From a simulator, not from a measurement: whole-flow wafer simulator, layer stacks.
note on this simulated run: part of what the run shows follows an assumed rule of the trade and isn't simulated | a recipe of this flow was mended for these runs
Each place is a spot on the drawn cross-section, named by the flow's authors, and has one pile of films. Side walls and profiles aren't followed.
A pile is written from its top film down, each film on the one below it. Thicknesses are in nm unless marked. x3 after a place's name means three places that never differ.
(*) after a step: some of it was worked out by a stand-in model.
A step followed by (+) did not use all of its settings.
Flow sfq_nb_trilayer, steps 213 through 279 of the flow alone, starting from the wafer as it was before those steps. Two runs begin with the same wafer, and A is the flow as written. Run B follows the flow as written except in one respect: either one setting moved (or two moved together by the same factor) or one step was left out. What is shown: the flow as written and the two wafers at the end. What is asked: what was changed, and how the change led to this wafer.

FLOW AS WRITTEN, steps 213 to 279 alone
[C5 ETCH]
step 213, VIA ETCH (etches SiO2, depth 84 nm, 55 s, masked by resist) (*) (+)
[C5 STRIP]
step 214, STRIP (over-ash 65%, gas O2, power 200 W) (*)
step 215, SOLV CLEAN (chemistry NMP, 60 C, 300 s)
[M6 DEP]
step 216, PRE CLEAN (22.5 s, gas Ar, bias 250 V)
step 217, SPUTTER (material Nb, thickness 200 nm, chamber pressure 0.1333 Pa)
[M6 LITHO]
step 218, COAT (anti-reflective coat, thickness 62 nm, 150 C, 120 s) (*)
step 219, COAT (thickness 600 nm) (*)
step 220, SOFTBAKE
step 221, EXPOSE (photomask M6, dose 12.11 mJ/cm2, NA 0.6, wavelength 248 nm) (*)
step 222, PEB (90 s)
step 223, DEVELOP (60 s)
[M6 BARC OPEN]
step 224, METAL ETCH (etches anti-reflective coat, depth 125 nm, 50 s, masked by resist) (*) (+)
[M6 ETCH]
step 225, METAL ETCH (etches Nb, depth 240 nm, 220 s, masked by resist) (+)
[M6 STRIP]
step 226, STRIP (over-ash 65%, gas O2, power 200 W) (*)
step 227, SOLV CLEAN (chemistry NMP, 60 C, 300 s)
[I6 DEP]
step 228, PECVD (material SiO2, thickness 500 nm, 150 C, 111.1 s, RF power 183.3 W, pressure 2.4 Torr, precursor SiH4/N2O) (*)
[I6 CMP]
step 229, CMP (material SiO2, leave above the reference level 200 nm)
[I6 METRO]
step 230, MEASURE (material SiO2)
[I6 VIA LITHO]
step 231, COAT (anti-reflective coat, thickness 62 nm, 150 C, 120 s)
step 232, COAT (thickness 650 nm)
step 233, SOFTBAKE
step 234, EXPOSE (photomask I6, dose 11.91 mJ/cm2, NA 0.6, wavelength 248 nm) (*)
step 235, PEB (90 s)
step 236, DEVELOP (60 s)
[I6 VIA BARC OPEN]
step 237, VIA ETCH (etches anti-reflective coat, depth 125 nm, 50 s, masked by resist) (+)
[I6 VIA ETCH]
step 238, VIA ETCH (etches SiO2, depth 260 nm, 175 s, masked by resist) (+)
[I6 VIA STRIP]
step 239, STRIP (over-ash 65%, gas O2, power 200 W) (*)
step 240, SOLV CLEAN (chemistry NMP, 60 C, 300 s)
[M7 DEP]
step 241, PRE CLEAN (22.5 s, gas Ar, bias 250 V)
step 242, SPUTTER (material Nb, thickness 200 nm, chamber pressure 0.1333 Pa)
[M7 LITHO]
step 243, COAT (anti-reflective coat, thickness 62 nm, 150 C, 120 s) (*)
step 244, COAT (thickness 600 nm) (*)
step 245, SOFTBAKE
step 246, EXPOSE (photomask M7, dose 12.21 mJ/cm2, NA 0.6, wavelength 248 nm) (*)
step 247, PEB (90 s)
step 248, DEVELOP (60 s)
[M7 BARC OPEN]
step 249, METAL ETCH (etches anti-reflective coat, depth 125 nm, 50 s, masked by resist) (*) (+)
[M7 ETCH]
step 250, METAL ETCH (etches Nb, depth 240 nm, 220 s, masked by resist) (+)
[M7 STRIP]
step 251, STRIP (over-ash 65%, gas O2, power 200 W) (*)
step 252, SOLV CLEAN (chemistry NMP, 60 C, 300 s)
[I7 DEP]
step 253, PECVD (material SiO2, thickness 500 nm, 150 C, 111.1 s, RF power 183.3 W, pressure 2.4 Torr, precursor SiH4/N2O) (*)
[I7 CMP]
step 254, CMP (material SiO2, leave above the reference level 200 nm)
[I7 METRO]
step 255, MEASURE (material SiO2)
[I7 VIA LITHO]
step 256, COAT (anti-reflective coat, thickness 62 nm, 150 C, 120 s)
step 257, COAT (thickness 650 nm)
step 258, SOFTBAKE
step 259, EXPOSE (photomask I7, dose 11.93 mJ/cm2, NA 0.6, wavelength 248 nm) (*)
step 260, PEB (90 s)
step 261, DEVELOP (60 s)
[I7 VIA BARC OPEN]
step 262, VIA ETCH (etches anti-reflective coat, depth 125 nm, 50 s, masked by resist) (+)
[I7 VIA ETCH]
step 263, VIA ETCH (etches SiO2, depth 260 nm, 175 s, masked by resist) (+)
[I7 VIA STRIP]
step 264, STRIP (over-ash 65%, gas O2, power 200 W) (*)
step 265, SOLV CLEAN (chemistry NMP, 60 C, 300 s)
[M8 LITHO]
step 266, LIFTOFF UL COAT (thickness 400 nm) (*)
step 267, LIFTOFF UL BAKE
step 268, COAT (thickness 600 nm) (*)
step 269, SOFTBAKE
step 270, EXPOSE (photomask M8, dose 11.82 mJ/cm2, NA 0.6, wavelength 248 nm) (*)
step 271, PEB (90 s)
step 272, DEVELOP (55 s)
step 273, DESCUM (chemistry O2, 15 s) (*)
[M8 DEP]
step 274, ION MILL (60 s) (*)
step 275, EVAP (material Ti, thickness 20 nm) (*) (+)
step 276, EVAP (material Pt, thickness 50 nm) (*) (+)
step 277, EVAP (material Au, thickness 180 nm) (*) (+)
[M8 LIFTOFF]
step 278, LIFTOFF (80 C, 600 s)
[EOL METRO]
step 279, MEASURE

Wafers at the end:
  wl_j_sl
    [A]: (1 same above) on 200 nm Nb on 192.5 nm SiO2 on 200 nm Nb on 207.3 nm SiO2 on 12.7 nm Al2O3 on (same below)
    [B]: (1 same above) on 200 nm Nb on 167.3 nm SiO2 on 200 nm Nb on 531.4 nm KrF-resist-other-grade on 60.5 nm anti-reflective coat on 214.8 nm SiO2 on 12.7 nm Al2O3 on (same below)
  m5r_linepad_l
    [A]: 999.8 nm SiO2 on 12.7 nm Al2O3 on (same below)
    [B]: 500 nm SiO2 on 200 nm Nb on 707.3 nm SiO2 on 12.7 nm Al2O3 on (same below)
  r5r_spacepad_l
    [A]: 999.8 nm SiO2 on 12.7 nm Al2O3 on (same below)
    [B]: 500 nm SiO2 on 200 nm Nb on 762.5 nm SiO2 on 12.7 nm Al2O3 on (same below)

What caused this: step 214, STRIP: over-ash 65%, gas O2, power 200 W (*), was omitted.

The path from the change to this, step by step:
  step 216, PRE CLEAN (22.5 s, gas Ar, bias 250 V)
      field_l, v_sur, via_wl and 100 more: A -7.5 SiO2 | B -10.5 KrF-resist-other-grade
      be: A -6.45 Nb | B -10.5 KrF-resist-other-grade
  step 217, SPUTTER (material Nb, thickness 200 nm, chamber pressure 0.1333 Pa)
      be: A +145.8 Nb | B +200 Nb (new film)
      c5j: A +188.4 Nb | B +57.8 Nb
      (also at 1 further place)
  step 218, COAT (anti-reflective coat, thickness 62 nm, 150 C, 120 s) (*)
      m0r_space_l, m0r_space_r, m6r_space_l, m6r_space_r, m7r_space_l, m7r_space_r: A +62 anti-reflective coat (new film) | B +57.4 anti-reflective coat (new film)
      p4_fl, m0r_line_r, m6r_line_r, m7r_line_r: A +62 anti-reflective coat (new film) | B +59.7 anti-reflective coat (new film)
      (also at 44 further places)
  step 219, COAT (thickness 600 nm) (*)
      via_v: A +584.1 KrF-resist-other-grade (new film) | B +601.2 KrF-resist-other-grade (new film)
      be: A +795.2 KrF-resist-other-grade (new film) | B +606.8 KrF-resist-other-grade (new film)
      (also at 10 further places)
  step 222, PEB (90 s)
      c5j: A -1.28 KrF-resist-other-grade | B -2.88 KrF-resist-other-grade
      res: A -1.23 KrF-resist-other-grade | B -2.66 KrF-resist-other-grade
  step 223, DEVELOP (60 s)
      moat: A -596 KrF-resist-other-grade (all of it) | B -573.1 KrF-resist-other-grade (all of it)
      field_r: A -599.2 KrF-resist-other-grade (all of it) | B -580.8 KrF-resist-other-grade (all of it)
  step 224, METAL ETCH (etches anti-reflective coat, depth 125 nm, 50 s, masked by resist) (*) (+)
      m0r_space_l, m0r_space_r, m6r_space_l, m6r_space_r, m7r_space_l, m7r_space_r: A -62 anti-reflective coat (all of it) | B -57.4 anti-reflective coat (all of it)
      p4_fl, m0r_line_r, m7r_line_r: A -62 anti-reflective coat (all of it) | B -59.7 anti-reflective coat (all of it)
      (also at 24 further places)
  step 225, METAL ETCH (etches Nb, depth 240 nm, 220 s, masked by resist) (+)
      field_l, gap, moat and 76 more: A -200 Nb (all of it), -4 SiO2 | B -200 Nb (all of it), -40 KrF-resist-other-grade
  step 226, STRIP (over-ash 65%, gas O2, power 200 W) (*)
      p4_fl, p4_fm, p4_w1 and 42 more: A nothing | B -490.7 KrF-resist-other-grade (all of it), -62 anti-reflective coat (all of it)
      wl_b_sl, wl_b_m5, wl_b_sr and 12 more: A nothing | B -490.6 KrF-resist-other-grade (all of it), -62 anti-reflective coat (all of it)
      (also at 40 further places)
  step 228, PECVD (material SiO2, thickness 500 nm, 150 C, 111.1 s, RF power 183.3 W, pressure 2.4 Torr, precursor SiH4/N2O) (*)
      c5j: A +514.7 SiO2 (new film) | B +319.5 SiO2 (new film), +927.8 void (new film), +72.1 SiO2 (new film)
      res: A +500 SiO2 (new film) | B +224.1 SiO2 (new film), +857.1 void (new film), +166.6 SiO2 (new film)
      (also at 13 further places)
  step 229, CMP (material SiO2, leave above the reference level 200 nm)
      field_l, p4_fl, p4_fm and 59 more: A -96 SiO2 | B nothing
      moat, field_r, lsp_l, ln_m5, lsp_m: A -89.5 SiO2 | B nothing
      (also at 36 further places)
  step 231, COAT (anti-reflective coat, thickness 62 nm, 150 C, 120 s)
      jj_sur, ce_l, ce_r, r_sur: A +62 anti-reflective coat (new film) | B +3 anti-reflective coat (new film)
      m0r_line_l, m0r_line_r, m7r_line_l, m7r_line_r: A +62 anti-reflective coat (new film) | B +15.5 anti-reflective coat (new film)
      (also at 97 further places)
  step 232, COAT (thickness 650 nm)
      m0r_line_l, m0r_line_r, m7r_line_l, m7r_line_r: A +650 KrF-resist-other-grade (new film) | B +901.3 KrF-resist-other-grade (new film)
      m0r_space_l, m0r_space_r, m7r_space_l, m7r_space_r: A +650 KrF-resist-other-grade (new film) | B +771.2 KrF-resist-other-grade (new film)
      (also at 89 further places)
  step 235, PEB (90 s)
      m0r_line_l, m0r_line_r, m7r_line_l, m7r_line_r: A -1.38 KrF-resist-other-grade | B -2.02 KrF-resist-other-grade
      m5r_linepad_l, m5r_linepad_r: A -1.38 KrF-resist-other-grade | B -0.86 KrF-resist-other-grade
      (also at 5 further places)
  step 236, DEVELOP (60 s)
      via_v: A -648.6 KrF-resist-other-grade (all of it) | B -574.7 KrF-resist-other-grade (all of it)
  step 237, VIA ETCH (etches anti-reflective coat, depth 125 nm, 50 s, masked by resist) (+)
      via_v: A -62 anti-reflective coat (all of it), -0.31 SiO2 | B -29.2 anti-reflective coat (all of it), -0.48 SiO2
  ... 21 other steps ...
  step 278, LIFTOFF (80 C, 600 s)
      m0r_space_l, m0r_space_r: A -180 Au (all of it), -50 Pt (all of it), -20 Ti (all of it), -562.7 KrF-resist-other-grade (all of it), -400 lift-off-underlayer (all of it) | B -180 Au (all of it), -50 Pt (all of it), -20 Ti (all of it), -570.5 KrF-resist-other-grade (all of it), -630.4 lift-off-underlayer (all of it)
      m5r_line_l, m5r_line_r: A -180 Au (all of it), -50 Pt (all of it), -20 Ti (all of it), -562.7 KrF-resist-other-grade (all of it), -400 lift-off-underlayer (all of it) | B -180 Au (all of it), -50 Pt (all of it), -20 Ti (all of it), -598.5 KrF-resist-other-grade (all of it), -447.8 lift-off-underlayer (all of it)
      (also at 85 further places)
If metal films that touch count as one body, m5r_linepad_l has 3 bodies (between them, from the top down: SiO2 707.3 / Al2O3 12.7 / Nb2O5 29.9; SiO2 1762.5); the flow as written gives 2 bodies (between them, from the top down: SiO2 1762.5).
If metal films that touch count as one body, r5r_spacepad_l has 3 bodies (between them, from the top down: SiO2 762.5 / Al2O3 12.7 / Nb2O5 29.9; SiO2 1762.5); the flow as written gives 2 bodies (between them, from the top down: SiO2 1762.5).
